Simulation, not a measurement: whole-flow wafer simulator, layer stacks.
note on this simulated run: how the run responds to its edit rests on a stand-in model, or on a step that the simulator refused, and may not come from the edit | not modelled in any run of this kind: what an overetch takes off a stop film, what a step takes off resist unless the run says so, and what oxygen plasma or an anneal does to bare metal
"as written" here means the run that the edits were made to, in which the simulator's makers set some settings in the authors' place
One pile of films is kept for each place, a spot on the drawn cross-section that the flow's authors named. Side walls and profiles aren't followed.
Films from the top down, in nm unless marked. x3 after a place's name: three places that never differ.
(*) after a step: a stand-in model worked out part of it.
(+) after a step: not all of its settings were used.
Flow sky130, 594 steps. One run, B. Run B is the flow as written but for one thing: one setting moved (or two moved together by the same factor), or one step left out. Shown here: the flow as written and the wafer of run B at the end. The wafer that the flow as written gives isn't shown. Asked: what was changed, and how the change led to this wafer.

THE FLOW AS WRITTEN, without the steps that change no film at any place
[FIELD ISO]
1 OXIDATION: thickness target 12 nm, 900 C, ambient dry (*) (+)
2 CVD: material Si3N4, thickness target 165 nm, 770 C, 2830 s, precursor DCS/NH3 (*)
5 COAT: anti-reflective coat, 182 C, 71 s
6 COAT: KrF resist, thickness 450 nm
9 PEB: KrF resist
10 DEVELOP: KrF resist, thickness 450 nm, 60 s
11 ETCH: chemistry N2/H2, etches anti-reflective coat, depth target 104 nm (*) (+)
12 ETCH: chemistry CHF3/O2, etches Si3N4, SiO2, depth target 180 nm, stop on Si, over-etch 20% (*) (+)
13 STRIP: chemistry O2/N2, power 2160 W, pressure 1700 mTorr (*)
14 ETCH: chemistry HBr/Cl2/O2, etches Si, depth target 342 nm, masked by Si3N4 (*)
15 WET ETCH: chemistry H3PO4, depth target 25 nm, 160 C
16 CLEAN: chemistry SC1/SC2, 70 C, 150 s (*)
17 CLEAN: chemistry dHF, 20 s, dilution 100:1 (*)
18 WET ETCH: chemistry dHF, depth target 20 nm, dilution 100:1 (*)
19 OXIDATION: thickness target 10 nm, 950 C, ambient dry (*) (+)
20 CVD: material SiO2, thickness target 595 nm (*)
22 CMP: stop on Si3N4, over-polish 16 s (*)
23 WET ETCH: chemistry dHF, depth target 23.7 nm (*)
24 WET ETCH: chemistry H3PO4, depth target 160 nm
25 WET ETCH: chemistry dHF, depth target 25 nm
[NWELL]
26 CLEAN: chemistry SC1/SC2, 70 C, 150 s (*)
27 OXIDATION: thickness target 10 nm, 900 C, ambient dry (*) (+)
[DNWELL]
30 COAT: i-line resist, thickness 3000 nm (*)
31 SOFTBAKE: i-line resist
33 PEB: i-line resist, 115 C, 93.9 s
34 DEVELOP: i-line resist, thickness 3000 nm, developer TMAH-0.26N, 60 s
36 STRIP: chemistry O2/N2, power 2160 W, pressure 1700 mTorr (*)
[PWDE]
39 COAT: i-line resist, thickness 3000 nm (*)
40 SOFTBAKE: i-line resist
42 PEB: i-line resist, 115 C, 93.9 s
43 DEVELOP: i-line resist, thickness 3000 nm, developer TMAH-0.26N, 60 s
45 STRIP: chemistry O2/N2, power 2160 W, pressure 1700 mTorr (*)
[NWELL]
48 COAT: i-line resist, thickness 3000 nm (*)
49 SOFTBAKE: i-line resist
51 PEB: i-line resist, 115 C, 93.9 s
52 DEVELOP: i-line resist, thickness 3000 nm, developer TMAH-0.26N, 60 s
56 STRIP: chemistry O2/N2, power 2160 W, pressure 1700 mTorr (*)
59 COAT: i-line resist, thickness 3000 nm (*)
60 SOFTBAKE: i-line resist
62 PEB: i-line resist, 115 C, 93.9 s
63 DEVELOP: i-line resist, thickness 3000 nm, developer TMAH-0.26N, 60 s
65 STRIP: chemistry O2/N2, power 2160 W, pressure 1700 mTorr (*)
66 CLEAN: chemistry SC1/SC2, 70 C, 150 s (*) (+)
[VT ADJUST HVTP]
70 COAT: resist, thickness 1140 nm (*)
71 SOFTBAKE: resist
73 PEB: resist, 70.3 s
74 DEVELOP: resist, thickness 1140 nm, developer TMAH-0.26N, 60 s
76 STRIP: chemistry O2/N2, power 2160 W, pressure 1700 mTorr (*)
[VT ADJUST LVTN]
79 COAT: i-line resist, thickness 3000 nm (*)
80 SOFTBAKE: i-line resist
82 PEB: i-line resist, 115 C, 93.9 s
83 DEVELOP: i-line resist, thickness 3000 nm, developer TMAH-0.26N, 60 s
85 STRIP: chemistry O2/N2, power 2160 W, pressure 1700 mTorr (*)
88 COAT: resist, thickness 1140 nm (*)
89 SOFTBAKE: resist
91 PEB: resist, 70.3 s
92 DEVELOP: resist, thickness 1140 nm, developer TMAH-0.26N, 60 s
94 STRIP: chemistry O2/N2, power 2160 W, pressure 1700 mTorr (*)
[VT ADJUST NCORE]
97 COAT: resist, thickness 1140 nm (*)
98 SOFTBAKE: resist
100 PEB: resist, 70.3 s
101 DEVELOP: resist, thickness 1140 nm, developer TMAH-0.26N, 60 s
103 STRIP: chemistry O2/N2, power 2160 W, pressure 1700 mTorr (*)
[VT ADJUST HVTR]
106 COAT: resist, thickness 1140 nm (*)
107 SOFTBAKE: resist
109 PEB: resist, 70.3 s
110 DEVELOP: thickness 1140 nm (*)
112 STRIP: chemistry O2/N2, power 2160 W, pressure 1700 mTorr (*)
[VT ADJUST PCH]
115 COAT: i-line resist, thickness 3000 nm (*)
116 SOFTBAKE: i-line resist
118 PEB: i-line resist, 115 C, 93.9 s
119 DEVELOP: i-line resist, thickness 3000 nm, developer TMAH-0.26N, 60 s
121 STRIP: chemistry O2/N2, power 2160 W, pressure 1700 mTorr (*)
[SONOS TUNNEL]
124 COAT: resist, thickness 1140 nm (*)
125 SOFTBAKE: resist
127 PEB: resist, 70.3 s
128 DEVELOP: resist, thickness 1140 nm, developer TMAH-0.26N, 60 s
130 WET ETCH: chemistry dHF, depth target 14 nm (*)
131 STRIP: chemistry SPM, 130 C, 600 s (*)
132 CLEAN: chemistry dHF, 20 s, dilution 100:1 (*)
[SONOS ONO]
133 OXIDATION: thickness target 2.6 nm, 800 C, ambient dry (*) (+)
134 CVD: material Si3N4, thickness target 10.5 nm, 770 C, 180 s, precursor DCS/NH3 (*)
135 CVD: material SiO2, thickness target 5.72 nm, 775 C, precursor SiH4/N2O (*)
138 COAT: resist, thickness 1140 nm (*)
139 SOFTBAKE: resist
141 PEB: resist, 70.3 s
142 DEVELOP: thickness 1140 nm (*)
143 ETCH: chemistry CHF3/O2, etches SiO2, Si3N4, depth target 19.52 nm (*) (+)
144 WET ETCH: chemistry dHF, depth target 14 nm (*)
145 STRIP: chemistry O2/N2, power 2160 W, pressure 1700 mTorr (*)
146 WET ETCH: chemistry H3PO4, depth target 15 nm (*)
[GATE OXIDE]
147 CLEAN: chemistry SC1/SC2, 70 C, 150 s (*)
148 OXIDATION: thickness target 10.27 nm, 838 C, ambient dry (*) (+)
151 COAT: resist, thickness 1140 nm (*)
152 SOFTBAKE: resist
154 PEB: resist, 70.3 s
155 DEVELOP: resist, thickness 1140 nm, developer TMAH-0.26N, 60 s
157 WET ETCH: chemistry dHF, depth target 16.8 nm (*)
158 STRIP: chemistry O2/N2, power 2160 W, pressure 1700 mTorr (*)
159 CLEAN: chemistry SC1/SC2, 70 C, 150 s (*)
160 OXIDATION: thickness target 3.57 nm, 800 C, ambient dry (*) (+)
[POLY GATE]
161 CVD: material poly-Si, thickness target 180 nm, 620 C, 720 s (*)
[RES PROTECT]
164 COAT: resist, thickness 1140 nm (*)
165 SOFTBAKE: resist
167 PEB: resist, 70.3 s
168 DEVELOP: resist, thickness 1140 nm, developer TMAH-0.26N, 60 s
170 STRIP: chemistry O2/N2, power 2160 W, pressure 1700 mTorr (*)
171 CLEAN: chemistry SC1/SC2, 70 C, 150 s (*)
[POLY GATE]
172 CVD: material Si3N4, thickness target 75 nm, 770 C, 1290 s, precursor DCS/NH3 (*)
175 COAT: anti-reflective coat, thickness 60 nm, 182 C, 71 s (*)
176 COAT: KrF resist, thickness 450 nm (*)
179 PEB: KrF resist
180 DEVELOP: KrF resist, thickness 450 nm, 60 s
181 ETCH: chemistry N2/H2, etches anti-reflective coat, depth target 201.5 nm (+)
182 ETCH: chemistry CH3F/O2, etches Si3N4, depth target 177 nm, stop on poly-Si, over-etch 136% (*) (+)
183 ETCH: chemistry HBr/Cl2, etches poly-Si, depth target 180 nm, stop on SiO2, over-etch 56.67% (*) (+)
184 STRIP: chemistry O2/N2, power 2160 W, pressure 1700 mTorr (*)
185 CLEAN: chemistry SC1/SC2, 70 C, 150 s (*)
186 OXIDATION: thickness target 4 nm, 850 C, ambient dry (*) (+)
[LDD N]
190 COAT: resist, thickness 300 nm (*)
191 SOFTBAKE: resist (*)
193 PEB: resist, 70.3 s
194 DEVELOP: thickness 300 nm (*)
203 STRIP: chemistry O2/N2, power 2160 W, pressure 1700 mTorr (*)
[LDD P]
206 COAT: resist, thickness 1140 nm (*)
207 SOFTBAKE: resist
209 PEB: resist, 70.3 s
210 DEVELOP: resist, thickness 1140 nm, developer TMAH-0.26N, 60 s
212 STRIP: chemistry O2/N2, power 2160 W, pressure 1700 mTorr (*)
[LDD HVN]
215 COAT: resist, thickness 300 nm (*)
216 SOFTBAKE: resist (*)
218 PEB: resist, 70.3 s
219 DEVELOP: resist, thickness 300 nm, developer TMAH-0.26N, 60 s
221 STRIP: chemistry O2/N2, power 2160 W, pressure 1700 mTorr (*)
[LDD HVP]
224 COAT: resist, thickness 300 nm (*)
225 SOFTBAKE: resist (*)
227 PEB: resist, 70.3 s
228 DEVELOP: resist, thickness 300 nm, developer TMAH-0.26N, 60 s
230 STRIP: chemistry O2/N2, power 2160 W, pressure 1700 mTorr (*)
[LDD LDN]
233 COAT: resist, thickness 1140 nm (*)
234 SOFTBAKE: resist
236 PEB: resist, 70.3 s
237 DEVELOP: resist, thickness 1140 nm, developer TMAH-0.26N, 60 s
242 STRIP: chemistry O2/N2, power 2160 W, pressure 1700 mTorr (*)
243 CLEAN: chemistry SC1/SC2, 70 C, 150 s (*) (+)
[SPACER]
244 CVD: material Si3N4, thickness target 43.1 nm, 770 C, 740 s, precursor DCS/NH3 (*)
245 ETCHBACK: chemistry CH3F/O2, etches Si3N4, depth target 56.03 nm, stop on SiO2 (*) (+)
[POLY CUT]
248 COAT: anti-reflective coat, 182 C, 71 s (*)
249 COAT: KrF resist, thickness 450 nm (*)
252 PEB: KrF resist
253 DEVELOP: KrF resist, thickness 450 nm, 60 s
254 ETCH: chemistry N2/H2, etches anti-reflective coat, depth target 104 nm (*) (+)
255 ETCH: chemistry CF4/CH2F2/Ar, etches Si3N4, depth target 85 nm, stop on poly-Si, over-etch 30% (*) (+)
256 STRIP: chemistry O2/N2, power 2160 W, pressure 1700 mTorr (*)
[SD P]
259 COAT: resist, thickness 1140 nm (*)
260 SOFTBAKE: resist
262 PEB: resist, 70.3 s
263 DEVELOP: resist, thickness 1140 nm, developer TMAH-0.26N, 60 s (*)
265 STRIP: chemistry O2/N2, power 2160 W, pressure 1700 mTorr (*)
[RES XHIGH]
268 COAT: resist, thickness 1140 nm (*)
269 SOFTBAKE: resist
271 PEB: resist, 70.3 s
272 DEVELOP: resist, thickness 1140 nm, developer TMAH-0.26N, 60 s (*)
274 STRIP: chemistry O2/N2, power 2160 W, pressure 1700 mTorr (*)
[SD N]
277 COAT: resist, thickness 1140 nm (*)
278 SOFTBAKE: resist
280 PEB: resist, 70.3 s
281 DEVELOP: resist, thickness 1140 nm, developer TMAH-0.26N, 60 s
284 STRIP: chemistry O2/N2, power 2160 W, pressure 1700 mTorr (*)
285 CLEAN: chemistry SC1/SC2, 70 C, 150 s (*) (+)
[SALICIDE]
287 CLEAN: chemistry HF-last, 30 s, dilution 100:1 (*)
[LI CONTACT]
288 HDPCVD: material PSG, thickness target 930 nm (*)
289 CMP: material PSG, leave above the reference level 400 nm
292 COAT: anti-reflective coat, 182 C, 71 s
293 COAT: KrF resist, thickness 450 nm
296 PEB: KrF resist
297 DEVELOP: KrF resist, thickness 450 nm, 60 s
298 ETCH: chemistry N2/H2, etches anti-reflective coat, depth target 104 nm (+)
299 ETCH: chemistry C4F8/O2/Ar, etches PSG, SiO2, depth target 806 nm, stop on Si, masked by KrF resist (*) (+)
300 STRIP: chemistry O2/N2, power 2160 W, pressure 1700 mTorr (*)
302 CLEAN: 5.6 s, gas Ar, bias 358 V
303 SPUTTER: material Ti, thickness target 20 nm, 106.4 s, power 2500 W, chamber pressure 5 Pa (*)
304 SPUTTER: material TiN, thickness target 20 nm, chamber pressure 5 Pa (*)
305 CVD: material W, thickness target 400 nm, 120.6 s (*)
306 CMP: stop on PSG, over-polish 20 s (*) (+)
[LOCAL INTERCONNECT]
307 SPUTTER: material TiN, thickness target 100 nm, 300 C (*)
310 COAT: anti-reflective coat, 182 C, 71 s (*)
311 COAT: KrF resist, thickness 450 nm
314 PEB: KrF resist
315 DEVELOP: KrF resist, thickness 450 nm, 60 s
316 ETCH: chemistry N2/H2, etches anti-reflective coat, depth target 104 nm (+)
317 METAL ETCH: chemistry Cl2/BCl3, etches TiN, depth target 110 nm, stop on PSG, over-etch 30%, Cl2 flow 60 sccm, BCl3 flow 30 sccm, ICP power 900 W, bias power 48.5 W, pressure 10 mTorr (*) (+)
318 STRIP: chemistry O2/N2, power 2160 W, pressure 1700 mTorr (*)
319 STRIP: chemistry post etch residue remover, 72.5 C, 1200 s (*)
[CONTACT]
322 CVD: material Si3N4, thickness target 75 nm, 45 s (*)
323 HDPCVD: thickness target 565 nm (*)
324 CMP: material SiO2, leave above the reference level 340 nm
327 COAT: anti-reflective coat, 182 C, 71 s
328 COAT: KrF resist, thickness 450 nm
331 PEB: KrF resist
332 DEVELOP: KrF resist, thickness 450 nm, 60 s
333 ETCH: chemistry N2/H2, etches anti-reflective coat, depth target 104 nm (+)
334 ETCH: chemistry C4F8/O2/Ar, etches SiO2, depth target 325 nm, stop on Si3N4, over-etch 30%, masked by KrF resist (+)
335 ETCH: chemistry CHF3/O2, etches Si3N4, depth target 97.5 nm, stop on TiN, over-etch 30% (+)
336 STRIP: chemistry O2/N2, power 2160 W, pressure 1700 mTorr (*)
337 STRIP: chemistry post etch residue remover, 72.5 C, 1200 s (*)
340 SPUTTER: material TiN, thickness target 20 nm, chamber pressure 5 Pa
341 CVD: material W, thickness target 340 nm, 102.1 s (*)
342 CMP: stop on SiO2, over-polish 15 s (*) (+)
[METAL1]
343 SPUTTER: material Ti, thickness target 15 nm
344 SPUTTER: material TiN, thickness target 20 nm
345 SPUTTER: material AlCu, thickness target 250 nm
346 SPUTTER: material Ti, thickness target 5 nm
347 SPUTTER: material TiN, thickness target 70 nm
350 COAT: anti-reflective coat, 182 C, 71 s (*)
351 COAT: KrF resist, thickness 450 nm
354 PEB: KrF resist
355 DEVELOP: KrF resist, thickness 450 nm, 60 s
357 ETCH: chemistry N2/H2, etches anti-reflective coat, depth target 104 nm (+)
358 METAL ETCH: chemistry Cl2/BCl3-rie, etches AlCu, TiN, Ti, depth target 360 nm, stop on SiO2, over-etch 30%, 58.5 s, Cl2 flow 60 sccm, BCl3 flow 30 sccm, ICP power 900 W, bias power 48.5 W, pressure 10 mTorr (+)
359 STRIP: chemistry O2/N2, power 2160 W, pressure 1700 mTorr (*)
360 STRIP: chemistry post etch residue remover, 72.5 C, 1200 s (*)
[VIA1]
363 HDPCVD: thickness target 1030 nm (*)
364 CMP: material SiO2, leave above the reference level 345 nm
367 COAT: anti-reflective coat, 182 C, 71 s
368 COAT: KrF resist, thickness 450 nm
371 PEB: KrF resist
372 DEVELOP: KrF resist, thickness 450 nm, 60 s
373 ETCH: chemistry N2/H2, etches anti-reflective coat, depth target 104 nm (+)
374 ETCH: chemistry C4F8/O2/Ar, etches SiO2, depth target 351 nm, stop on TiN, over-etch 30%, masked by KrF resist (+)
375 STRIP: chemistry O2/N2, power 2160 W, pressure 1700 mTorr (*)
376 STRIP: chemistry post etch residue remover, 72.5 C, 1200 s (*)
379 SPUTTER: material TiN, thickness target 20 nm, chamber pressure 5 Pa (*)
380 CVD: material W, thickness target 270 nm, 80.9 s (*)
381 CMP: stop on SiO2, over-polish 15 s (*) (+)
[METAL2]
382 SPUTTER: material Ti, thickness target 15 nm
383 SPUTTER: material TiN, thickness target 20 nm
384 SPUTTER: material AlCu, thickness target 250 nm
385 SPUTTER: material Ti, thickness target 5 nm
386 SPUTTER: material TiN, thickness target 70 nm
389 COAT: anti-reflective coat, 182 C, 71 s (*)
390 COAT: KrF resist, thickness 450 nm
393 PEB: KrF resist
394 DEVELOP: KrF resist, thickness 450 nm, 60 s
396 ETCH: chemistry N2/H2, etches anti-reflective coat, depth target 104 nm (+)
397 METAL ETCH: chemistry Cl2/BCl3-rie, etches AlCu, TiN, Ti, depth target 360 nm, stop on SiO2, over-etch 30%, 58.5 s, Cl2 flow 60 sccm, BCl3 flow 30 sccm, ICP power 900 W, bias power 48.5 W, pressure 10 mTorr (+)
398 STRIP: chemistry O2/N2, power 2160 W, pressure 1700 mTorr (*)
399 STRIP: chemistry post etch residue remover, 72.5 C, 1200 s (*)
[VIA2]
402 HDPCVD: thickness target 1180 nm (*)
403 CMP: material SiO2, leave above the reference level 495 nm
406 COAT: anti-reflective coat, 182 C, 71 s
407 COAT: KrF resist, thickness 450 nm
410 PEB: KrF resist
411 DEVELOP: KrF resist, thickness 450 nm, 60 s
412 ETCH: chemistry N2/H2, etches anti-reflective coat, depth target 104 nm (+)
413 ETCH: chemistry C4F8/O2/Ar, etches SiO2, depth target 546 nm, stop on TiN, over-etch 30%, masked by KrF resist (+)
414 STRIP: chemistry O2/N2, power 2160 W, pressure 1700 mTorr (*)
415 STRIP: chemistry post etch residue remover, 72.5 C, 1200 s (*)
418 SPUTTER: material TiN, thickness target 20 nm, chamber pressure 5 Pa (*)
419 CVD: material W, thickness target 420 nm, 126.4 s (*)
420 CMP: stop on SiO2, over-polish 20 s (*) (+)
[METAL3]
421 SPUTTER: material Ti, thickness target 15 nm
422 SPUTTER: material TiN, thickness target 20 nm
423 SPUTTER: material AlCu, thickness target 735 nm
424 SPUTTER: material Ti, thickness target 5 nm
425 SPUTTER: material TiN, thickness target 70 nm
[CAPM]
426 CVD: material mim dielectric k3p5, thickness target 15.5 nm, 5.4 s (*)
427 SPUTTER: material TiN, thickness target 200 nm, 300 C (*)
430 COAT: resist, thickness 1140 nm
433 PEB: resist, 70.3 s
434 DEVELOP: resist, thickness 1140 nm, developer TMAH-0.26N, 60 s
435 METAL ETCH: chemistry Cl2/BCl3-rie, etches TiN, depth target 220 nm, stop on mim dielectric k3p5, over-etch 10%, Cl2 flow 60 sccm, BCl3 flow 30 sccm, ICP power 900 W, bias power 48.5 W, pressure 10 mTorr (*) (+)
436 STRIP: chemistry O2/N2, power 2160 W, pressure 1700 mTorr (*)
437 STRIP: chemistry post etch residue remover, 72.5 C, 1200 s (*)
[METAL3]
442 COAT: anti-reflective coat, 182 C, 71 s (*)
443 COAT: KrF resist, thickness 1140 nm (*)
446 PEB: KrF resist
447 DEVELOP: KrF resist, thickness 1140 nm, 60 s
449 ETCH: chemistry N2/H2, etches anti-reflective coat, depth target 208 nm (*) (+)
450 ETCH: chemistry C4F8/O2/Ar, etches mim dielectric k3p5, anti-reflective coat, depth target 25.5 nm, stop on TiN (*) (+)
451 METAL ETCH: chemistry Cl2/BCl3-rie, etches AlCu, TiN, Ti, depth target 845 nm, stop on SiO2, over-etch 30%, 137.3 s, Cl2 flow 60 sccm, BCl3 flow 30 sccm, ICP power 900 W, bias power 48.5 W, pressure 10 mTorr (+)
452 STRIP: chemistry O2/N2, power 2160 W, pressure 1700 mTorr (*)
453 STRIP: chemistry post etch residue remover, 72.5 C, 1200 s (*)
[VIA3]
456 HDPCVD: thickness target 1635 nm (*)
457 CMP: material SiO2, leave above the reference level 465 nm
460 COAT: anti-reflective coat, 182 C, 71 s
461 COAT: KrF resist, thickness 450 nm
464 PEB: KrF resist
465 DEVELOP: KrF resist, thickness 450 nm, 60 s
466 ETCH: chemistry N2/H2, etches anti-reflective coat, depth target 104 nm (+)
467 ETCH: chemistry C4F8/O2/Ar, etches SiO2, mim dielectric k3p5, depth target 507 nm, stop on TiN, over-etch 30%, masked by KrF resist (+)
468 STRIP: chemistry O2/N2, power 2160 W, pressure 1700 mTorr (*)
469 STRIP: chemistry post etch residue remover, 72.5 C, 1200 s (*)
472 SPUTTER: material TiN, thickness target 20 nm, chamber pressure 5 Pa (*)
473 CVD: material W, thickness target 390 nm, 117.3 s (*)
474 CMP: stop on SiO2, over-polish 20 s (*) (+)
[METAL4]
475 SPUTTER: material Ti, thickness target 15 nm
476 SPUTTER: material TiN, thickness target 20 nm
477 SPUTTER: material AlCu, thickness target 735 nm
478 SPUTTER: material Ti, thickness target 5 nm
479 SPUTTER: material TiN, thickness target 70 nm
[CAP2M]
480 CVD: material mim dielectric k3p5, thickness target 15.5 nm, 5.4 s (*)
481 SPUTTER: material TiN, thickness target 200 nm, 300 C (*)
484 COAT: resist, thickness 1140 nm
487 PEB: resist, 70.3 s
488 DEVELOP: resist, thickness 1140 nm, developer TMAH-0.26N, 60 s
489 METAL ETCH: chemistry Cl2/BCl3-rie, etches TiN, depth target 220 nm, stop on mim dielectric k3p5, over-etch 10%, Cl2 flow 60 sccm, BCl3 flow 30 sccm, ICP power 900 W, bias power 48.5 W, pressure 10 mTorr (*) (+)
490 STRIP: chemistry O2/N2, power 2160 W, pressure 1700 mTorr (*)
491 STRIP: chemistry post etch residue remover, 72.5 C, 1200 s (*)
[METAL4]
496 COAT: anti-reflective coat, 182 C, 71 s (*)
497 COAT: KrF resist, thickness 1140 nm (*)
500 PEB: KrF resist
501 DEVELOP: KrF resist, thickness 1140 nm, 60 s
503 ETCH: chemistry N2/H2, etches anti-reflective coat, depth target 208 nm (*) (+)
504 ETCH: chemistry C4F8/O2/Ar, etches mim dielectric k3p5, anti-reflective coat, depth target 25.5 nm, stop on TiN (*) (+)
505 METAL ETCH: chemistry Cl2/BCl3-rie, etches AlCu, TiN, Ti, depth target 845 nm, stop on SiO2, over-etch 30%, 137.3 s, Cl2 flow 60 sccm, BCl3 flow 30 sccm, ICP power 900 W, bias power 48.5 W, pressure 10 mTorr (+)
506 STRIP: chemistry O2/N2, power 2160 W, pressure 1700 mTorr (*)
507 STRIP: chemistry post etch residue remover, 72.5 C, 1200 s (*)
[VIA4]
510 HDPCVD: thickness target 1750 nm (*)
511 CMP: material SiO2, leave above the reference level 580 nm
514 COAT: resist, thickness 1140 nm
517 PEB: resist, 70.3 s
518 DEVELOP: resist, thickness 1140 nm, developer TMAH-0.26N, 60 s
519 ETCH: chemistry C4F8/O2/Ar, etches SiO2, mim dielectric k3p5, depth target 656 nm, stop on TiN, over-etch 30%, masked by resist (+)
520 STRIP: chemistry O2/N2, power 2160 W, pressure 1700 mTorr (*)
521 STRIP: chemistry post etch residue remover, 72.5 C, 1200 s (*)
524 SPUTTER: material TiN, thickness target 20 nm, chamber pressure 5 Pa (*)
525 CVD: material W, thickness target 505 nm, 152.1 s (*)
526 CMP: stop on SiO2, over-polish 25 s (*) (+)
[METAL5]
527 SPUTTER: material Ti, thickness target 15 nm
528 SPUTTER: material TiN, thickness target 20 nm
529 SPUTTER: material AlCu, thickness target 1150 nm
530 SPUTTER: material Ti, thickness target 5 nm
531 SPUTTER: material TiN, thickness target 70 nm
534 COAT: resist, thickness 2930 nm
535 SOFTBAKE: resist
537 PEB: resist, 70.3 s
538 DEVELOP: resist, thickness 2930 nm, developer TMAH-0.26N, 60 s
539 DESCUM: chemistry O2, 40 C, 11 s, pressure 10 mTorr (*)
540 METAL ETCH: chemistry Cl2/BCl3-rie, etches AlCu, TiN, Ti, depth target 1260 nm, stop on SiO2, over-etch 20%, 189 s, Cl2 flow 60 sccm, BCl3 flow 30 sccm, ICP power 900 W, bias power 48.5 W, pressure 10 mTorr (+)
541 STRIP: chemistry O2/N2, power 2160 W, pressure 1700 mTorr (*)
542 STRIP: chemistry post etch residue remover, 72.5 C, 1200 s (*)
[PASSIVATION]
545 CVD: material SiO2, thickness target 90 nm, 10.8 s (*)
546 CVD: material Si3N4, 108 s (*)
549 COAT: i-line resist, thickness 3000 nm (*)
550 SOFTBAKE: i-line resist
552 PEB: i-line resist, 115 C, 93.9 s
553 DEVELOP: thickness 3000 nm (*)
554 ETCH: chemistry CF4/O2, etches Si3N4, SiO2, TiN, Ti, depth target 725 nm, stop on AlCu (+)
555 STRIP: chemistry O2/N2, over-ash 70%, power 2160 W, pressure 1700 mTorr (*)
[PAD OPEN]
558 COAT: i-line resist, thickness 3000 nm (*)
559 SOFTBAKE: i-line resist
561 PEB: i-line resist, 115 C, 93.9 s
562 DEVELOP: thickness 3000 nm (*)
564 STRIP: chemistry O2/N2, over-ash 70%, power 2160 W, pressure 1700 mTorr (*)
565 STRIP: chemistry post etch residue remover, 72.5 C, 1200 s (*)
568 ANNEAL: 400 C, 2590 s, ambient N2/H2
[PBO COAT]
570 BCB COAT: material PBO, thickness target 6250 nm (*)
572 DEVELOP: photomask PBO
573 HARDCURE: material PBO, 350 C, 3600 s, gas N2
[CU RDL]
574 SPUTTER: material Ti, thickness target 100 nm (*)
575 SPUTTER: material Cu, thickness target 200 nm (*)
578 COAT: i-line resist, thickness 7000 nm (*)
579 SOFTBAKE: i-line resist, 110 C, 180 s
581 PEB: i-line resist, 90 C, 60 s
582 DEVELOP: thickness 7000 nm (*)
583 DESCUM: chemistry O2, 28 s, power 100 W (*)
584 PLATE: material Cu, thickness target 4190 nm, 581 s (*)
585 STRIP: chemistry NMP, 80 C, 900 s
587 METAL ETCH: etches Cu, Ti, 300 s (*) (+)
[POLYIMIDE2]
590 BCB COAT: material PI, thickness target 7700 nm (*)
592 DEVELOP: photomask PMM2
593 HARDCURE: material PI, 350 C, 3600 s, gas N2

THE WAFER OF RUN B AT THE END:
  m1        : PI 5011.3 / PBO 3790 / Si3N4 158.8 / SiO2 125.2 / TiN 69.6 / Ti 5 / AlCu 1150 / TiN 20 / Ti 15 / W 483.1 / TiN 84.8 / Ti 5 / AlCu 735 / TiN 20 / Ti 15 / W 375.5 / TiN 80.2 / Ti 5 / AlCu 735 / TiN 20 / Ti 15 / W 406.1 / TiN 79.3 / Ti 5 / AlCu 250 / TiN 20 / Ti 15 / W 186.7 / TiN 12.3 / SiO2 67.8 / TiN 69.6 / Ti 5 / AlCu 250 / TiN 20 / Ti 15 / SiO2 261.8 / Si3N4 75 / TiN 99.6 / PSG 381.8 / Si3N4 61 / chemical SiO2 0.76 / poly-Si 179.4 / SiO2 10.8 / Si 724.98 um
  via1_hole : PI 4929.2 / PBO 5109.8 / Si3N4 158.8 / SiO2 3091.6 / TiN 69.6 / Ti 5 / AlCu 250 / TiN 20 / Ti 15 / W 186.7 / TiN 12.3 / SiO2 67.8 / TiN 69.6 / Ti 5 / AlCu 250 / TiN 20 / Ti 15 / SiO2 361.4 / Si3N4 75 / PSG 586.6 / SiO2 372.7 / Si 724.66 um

The cause: step 374, ETCH: depth target 202 nm was run, where the flow has depth target 351 nm.

How the change led to this, step by step:
  374 ETCH: chemistry C4F8/O2/Ar, etches SiO2, depth target 351 nm, stop on TiN, over-etch 30%, masked by KrF resist (+)
      m1, via1_hole: SiO2 -202 (as written it would be: SiO2 -269.8 (all of it))
      field, active, n_well and 186 more: KrF resist -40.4 (as written it would be: KrF resist -70.1)
  375 STRIP: chemistry O2/N2, power 2160 W, pressure 1700 mTorr (*)
      field, active, n_well and 186 more: KrF resist -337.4 (all of it), anti-reflective coat -80 (all of it) (as written it would be: KrF resist -307.7 (all of it), anti-reflective coat -80 (all of it))
  379 SPUTTER: material TiN, thickness target 20 nm, chamber pressure 5 Pa (*)
      m1: TiN +12.3 (new film) (as written it would be: TiN +11)
      via1_hole: TiN +12.3 (new film) (as written it would be: TiN +10.9)
  380 CVD: material W, thickness target 270 nm, 80.9 s (*)
      m1, via1_hole: W +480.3 (new film) (as written it would be: W +549.9 (new film))
Counting metal films that touch as one body, m1 has 3 bodies (between them, from the top down: SiO2 67.8; SiO2 261.8 / Si3N4 75); the flow as written gives 2 bodies (between them, from the top down: SiO2 261.8 / Si3N4 75).
Counting metal films that touch as one body, via1_hole has 2 bodies (between them, from the top down: SiO2 67.8); the flow as written gives 1 body.
